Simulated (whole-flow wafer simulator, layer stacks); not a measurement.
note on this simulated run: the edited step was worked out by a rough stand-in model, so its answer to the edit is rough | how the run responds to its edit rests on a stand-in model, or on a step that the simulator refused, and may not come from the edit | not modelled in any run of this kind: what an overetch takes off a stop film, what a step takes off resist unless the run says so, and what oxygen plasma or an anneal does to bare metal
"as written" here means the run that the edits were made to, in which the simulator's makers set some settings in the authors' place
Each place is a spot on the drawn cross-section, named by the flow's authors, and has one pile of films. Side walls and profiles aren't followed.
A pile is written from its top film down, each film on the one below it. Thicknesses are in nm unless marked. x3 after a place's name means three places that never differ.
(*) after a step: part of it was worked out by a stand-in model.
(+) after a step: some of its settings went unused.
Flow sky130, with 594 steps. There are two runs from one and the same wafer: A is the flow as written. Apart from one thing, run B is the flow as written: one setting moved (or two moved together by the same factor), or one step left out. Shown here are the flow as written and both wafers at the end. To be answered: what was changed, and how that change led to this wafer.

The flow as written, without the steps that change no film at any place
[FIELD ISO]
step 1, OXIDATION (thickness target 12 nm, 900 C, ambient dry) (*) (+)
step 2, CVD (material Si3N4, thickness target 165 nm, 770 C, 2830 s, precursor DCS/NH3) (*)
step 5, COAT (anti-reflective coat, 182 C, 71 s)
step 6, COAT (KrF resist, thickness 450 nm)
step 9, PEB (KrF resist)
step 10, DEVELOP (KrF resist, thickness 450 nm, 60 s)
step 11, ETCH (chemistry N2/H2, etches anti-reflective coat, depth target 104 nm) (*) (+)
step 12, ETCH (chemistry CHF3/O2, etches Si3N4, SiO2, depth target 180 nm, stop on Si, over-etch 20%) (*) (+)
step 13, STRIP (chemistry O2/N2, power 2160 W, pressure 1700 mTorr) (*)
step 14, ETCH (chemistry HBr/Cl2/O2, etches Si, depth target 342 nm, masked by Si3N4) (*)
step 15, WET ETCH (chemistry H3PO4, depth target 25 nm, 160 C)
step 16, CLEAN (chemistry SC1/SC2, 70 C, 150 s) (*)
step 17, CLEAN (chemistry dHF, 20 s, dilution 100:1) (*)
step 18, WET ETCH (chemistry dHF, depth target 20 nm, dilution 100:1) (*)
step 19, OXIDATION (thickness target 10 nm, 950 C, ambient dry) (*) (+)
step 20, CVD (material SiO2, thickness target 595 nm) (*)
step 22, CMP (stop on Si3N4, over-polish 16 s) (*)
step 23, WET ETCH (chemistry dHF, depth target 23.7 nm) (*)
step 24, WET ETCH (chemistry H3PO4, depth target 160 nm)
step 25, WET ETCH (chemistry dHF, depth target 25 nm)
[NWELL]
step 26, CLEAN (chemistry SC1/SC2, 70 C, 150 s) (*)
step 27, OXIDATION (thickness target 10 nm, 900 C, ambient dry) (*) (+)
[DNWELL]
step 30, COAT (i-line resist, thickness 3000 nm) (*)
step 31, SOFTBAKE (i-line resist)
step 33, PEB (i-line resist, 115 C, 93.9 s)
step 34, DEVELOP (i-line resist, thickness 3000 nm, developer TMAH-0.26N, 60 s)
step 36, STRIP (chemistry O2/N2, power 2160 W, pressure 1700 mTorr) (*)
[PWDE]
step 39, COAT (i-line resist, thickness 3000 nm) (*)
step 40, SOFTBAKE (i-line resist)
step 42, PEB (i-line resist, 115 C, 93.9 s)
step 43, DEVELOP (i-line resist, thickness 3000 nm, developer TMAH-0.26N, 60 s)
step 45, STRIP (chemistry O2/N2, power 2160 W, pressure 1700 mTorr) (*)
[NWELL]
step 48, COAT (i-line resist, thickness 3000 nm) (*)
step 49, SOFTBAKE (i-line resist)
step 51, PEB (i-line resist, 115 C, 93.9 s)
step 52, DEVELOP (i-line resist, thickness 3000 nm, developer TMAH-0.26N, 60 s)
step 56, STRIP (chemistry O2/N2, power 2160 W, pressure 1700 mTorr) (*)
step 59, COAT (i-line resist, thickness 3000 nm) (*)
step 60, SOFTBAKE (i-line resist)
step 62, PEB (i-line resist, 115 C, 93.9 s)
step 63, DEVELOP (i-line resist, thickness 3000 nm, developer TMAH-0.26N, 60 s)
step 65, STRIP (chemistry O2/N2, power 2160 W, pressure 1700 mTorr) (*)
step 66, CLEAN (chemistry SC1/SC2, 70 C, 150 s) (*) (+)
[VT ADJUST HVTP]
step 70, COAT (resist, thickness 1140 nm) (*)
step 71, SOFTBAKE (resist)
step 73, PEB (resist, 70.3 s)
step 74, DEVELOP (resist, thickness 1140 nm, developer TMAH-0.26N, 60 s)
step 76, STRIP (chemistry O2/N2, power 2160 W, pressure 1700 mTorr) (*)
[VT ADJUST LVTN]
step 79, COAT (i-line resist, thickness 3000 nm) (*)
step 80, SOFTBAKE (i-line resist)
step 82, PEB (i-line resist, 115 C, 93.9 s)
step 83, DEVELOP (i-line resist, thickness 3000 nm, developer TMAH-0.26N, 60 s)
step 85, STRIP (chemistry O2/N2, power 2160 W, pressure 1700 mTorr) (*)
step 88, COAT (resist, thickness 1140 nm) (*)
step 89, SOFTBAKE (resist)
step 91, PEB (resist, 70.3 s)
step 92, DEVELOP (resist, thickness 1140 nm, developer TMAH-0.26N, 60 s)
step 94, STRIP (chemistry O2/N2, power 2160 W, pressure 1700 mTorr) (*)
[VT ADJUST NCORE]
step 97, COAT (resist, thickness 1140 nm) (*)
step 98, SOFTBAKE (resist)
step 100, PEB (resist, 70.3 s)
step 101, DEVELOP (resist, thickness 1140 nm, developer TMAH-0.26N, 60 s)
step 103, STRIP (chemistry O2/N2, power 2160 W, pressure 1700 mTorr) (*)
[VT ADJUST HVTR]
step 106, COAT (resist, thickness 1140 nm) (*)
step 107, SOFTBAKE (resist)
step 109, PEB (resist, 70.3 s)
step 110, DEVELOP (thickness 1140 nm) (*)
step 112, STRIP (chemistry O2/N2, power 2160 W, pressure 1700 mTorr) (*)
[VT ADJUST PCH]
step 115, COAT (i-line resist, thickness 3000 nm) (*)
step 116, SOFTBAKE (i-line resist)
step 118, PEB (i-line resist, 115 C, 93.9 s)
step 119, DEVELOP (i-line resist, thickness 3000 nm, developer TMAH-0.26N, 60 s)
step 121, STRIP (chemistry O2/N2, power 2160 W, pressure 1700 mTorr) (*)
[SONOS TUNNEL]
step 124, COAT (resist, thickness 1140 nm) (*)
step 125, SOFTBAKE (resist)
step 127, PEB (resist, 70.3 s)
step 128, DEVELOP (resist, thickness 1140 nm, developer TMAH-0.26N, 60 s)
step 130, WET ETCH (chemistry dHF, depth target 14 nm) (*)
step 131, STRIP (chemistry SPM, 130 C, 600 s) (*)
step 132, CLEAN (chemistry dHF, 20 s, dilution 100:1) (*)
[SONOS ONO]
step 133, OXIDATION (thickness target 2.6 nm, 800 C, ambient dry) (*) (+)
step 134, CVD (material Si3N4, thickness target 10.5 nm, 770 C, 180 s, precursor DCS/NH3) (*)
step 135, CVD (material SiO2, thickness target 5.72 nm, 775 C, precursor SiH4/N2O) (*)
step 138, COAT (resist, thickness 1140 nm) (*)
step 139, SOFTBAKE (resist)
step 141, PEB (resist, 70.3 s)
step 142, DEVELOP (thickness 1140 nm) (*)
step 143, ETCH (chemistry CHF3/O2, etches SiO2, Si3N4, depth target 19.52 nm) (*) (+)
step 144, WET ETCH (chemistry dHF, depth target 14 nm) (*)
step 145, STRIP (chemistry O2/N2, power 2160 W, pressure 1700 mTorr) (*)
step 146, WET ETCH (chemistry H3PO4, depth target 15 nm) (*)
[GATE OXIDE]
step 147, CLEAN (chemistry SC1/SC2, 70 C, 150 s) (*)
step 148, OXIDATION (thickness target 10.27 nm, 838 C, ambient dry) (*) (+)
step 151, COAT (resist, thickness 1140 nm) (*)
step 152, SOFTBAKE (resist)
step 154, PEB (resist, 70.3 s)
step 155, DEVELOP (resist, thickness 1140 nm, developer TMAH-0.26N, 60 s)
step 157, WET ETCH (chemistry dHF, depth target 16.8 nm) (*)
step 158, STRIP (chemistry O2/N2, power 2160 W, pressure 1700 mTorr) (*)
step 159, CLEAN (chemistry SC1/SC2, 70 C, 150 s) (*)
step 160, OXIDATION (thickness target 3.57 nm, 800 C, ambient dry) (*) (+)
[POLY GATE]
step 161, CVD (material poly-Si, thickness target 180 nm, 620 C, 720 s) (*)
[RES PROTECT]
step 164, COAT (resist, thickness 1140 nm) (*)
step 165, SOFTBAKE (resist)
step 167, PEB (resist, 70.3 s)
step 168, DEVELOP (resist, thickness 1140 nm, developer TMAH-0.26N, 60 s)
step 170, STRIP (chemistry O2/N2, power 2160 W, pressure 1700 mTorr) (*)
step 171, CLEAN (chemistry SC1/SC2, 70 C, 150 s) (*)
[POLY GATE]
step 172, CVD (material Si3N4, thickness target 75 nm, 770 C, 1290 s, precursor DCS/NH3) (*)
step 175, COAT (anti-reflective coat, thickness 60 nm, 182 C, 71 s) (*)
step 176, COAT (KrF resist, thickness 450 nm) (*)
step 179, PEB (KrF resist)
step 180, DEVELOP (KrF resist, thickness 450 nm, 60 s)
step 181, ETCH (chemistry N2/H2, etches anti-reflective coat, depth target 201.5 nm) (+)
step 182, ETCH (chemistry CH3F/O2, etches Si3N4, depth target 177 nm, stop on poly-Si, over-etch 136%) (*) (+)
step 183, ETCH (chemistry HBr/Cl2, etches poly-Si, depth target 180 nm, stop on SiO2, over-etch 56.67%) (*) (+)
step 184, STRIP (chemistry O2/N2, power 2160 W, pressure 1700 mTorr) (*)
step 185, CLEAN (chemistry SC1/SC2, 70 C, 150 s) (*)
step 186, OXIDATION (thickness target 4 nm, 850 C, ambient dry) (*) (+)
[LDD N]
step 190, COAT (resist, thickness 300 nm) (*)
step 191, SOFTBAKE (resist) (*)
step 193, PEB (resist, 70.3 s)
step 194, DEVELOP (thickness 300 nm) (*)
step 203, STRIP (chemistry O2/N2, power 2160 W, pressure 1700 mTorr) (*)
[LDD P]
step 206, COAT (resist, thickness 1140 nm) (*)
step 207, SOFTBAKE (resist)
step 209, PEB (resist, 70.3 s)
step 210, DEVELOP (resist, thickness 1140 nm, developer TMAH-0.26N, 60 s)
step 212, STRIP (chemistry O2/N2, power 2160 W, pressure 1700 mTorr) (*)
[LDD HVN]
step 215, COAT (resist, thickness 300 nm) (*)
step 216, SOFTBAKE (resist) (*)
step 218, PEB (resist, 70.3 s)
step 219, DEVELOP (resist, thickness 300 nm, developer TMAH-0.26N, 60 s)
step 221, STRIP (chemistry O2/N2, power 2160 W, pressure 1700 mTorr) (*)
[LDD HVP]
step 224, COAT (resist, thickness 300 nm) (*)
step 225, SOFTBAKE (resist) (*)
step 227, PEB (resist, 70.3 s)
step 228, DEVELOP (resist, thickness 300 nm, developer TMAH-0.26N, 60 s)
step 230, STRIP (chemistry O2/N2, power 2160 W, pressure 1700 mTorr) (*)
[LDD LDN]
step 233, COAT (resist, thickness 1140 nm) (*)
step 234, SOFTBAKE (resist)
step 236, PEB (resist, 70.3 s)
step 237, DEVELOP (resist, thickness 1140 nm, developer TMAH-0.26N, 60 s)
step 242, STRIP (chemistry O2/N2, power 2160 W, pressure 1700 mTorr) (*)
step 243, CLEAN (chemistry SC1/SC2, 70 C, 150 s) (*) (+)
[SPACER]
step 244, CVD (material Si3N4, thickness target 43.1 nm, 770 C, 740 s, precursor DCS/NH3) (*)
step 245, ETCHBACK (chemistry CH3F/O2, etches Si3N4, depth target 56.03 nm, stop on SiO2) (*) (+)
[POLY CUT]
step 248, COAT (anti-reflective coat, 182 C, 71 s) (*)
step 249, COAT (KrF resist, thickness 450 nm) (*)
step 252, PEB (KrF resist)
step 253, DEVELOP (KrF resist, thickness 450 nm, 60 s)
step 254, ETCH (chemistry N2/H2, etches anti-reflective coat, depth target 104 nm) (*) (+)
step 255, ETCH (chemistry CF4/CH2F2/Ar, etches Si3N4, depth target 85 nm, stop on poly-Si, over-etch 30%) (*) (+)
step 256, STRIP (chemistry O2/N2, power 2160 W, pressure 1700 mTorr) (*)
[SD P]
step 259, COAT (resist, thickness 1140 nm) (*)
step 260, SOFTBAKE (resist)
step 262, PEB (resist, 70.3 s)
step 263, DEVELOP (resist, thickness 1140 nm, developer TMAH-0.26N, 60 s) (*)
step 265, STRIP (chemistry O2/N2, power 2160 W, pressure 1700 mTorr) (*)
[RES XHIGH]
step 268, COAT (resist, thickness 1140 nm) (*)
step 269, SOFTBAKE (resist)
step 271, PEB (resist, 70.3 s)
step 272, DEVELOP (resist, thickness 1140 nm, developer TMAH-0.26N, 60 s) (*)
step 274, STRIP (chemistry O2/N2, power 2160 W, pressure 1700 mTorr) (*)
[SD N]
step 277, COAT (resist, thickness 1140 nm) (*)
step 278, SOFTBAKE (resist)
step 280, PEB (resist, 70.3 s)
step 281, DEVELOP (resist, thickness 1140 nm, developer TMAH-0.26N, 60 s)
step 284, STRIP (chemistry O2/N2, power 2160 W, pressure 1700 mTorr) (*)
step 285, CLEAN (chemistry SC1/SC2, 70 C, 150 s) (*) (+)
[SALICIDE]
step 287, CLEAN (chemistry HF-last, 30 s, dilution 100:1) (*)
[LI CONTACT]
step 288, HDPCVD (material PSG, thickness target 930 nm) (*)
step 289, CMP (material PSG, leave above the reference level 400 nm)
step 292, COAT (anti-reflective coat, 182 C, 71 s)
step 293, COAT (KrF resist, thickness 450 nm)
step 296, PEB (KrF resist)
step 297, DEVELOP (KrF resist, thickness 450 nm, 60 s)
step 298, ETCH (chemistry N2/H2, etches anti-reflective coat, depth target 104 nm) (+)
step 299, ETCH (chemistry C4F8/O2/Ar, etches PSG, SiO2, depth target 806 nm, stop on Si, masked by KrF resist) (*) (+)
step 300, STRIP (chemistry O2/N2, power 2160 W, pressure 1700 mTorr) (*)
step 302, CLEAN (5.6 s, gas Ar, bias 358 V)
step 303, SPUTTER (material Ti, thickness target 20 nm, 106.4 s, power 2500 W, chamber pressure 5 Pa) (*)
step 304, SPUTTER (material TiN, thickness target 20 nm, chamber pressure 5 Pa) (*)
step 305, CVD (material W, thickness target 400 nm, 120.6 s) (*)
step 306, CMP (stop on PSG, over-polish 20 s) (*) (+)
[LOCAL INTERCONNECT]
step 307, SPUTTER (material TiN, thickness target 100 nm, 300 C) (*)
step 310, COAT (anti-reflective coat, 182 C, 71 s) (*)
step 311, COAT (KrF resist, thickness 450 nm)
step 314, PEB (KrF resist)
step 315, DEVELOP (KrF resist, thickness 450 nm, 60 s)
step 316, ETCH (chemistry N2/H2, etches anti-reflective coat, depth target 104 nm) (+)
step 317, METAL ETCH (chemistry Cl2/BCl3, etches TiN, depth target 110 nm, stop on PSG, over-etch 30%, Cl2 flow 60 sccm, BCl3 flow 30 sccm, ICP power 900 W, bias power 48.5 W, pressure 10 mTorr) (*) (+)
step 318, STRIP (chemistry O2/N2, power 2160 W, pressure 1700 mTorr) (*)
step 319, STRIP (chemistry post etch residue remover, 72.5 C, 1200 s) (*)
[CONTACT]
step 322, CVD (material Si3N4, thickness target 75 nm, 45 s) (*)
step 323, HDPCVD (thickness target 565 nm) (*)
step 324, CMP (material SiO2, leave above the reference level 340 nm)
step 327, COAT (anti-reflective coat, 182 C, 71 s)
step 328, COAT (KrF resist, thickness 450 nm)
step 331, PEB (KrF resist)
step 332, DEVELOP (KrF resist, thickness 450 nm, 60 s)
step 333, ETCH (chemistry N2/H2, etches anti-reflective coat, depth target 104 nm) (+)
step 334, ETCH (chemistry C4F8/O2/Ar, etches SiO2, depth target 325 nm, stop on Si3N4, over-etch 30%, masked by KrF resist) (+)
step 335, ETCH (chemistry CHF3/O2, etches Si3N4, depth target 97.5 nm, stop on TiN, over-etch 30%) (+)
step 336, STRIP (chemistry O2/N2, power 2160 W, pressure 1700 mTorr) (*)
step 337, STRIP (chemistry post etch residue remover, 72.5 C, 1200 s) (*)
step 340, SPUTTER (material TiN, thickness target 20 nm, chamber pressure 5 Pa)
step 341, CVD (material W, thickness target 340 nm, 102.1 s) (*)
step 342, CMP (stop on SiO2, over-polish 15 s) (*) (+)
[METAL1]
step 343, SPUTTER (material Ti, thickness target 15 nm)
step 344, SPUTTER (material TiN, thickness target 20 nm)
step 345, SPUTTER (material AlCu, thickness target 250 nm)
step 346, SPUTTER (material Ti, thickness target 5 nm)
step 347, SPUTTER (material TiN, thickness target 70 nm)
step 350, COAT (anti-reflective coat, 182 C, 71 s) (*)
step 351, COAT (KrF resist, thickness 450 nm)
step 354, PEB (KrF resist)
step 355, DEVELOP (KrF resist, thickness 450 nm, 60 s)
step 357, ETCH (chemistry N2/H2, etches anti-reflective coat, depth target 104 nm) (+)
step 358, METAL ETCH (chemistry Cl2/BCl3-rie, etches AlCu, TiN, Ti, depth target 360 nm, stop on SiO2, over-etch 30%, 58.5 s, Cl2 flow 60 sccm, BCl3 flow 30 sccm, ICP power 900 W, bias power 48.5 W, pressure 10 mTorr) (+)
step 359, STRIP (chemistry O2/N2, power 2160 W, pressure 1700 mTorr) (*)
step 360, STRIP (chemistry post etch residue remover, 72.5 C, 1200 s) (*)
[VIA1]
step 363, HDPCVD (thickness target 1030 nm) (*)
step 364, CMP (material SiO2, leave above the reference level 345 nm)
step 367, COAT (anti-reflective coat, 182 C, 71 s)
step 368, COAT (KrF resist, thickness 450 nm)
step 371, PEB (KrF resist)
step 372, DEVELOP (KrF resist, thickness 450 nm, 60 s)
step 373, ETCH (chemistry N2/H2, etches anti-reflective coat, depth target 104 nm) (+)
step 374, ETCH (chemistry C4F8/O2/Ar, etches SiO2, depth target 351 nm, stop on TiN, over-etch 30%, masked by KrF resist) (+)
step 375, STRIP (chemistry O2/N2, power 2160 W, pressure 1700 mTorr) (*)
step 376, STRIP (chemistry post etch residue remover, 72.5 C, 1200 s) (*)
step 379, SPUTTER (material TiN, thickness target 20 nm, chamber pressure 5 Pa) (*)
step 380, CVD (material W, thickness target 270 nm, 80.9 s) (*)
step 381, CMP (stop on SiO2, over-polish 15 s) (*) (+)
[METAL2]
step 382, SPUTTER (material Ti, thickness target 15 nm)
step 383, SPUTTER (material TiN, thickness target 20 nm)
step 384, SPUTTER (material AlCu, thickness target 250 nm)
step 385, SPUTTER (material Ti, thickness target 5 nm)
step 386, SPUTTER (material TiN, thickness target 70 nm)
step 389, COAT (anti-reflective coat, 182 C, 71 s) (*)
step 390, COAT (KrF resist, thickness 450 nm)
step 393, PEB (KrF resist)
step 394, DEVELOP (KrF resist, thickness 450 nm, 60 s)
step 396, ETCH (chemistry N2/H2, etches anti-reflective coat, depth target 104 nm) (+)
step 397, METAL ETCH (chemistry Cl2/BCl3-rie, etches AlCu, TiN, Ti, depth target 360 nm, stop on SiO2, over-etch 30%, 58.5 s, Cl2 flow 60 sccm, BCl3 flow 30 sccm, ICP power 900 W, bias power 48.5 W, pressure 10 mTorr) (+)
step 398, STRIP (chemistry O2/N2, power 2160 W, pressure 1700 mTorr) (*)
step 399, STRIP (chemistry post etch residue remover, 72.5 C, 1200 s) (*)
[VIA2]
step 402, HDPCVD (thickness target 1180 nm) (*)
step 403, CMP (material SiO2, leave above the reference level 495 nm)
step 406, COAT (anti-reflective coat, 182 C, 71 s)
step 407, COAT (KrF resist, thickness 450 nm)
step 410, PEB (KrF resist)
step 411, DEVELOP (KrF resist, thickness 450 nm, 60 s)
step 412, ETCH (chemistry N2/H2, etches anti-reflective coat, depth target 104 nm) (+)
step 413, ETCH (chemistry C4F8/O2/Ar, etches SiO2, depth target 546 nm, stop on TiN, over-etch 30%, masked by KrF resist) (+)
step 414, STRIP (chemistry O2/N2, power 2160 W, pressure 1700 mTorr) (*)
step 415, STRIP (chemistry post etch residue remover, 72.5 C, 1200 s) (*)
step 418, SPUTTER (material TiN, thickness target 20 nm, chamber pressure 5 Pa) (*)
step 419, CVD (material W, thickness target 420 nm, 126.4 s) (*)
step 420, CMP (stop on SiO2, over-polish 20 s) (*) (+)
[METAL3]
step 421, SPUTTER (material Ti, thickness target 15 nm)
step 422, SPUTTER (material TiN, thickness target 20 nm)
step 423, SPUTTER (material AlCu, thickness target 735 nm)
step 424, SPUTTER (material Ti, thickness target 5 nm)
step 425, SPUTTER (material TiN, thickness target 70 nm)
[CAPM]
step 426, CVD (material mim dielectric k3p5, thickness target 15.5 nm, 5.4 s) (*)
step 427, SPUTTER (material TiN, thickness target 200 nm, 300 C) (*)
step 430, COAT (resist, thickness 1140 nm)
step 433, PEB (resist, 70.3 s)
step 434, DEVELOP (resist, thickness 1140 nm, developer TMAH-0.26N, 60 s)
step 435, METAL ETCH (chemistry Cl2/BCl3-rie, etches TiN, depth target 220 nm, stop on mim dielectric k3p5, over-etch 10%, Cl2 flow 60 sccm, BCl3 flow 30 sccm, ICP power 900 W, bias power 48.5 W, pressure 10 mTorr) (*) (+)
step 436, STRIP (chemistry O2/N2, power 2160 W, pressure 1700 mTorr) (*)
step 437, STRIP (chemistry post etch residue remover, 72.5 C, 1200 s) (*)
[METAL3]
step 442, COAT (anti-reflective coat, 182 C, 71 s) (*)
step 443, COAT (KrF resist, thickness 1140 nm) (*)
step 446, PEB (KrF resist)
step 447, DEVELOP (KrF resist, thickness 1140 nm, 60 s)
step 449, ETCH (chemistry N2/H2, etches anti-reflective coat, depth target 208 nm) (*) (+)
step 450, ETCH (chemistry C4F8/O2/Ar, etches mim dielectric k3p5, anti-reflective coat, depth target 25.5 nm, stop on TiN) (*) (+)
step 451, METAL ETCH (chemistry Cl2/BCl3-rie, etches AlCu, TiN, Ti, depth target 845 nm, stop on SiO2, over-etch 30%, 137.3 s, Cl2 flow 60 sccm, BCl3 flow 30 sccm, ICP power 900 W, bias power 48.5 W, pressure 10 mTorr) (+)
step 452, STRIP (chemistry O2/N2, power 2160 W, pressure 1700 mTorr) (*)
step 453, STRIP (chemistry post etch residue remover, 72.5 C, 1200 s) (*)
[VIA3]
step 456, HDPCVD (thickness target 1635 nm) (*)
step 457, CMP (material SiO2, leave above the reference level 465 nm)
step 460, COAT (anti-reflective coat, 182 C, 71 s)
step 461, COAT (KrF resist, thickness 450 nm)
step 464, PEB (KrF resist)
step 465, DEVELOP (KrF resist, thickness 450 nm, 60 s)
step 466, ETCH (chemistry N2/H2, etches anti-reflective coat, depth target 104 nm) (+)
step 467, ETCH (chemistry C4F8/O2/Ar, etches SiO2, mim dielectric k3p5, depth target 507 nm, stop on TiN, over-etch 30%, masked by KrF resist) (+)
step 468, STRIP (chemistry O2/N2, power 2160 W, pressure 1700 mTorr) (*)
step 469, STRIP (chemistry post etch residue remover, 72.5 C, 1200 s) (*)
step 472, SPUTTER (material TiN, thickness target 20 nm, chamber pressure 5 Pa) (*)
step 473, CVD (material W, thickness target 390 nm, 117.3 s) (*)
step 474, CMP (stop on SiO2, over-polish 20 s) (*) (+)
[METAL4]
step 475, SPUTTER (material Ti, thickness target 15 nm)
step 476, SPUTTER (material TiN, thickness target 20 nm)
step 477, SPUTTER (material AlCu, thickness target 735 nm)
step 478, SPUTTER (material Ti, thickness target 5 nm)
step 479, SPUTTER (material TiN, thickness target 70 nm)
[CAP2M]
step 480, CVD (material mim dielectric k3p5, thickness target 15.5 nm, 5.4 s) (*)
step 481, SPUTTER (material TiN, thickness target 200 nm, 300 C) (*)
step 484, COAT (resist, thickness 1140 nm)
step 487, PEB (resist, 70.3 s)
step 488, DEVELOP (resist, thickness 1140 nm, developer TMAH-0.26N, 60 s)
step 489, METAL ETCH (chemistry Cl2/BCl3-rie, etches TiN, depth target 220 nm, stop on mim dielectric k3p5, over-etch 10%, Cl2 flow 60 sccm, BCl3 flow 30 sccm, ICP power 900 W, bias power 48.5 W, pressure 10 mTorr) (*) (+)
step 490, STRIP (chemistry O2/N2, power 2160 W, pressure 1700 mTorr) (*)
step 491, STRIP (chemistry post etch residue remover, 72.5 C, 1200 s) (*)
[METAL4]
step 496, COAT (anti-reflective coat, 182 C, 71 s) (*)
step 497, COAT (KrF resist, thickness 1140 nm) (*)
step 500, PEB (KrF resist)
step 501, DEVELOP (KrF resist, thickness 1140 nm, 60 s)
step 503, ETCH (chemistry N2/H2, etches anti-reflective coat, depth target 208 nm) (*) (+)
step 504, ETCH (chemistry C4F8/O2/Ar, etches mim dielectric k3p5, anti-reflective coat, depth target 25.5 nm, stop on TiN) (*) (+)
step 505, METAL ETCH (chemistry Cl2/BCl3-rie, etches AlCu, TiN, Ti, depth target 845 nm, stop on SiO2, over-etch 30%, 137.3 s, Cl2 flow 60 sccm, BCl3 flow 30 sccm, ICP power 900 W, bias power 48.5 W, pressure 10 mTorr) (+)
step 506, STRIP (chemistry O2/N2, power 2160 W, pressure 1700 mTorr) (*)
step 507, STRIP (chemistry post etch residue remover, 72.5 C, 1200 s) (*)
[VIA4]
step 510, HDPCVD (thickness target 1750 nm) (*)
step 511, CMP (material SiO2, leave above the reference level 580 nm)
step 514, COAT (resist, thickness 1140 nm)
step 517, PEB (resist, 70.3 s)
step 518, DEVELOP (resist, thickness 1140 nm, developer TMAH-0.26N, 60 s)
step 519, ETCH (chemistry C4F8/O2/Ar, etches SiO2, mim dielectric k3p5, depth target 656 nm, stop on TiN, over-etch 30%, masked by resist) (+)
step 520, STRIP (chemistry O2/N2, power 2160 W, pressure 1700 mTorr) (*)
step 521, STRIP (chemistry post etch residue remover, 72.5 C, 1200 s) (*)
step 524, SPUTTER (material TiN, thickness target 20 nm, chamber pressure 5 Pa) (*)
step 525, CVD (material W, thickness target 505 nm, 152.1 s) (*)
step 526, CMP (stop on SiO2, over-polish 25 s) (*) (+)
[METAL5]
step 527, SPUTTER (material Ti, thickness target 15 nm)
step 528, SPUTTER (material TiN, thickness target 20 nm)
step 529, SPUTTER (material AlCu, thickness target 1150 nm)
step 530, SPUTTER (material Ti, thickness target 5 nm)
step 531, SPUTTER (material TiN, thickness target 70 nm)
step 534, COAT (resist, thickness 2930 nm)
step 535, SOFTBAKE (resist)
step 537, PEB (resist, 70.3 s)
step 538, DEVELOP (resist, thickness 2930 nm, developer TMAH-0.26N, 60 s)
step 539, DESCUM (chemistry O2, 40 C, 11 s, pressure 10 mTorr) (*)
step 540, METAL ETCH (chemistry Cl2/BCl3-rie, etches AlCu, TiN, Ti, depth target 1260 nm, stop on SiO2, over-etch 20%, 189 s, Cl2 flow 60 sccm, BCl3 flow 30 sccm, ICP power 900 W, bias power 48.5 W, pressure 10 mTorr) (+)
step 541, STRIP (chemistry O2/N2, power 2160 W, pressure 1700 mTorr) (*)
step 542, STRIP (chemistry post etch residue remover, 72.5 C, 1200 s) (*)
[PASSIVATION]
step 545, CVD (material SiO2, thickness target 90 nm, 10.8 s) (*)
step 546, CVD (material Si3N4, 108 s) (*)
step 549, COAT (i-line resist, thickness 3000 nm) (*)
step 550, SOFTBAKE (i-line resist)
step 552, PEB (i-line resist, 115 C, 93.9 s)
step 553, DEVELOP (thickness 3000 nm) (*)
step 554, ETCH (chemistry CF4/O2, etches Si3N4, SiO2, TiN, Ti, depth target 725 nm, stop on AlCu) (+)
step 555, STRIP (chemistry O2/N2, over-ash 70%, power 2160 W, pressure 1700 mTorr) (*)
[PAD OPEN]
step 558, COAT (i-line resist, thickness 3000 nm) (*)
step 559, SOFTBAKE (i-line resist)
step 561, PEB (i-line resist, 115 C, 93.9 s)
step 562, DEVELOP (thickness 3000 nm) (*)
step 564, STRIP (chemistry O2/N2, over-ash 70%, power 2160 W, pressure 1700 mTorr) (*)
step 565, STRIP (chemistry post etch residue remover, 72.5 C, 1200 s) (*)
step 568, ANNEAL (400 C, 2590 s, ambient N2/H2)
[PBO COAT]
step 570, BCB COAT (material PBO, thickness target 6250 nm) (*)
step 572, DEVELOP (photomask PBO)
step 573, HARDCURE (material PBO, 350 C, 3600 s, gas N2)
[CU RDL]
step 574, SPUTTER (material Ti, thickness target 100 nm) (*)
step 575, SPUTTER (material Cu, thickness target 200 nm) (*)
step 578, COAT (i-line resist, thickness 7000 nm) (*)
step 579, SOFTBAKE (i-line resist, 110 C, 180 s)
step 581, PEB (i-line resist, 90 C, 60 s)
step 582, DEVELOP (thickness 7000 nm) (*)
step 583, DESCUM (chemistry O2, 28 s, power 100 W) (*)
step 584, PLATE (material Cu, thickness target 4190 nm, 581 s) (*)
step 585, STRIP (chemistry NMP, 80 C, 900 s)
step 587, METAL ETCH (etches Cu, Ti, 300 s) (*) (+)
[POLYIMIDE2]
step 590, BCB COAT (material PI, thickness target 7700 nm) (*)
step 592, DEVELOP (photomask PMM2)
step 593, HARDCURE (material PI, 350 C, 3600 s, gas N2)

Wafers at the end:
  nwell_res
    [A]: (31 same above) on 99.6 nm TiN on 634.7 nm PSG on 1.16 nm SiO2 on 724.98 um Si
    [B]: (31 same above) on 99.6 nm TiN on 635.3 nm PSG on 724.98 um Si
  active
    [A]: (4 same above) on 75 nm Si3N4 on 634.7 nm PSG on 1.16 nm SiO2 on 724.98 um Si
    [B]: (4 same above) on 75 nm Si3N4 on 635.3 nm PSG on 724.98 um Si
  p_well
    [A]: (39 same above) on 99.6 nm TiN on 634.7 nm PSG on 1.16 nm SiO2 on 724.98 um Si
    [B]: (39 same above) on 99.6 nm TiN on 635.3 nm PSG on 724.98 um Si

The reason: step 186, OXIDATION: 765 C was run, whereas the flow has 850 C.

How this came from the change, step by step:
  step 186, OXIDATION (thickness target 4 nm, 850 C, ambient dry) (*) (+)
      active, p_well, spacer and 26 more: A +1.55 SiO2, -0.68 Si | B +0.35 SiO2, -0.15 Si
      pwell_dnw, sd_hvn, dext_ntap_nw and 17 more: A +0.94 SiO2, -0.41 Si | B +0.28 SiO2, -0.12 Si
      (as well as at 1 more place)
  step 248, COAT (anti-reflective coat, 182 C, 71 s) (*)
      gate_p_hv: A +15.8 anti-reflective coat (new film) | B +15 anti-reflective coat (new film)
  step 256, STRIP (chemistry O2/N2, power 2160 W, pressure 1700 mTorr) (*)
      gate_p_hv: A -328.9 KrF resist (all of it), -15.8 anti-reflective coat (all of it) | B -329.5 KrF resist (all of it), -15 anti-reflective coat (all of it)
  step 287, CLEAN (chemistry HF-last, 30 s, dilution 100:1) (*)
      active, p_well, sd_n and 19 more: A -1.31 SiO2 | B -1.26 SiO2 (all of it)
      ndiff_dn: A -1.31 SiO2 | B -1.48 SiO2 (all of it)
  step 299, ETCH (chemistry C4F8/O2/Ar, etches PSG, SiO2, depth target 806 nm, stop on Si, masked by KrF resist) (*) (+)
      contact, ndiff_licon, ndiff_licon_cpp: A -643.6 PSG (all of it), -1.16 SiO2 (all of it) | B -644.2 PSG (all of it)
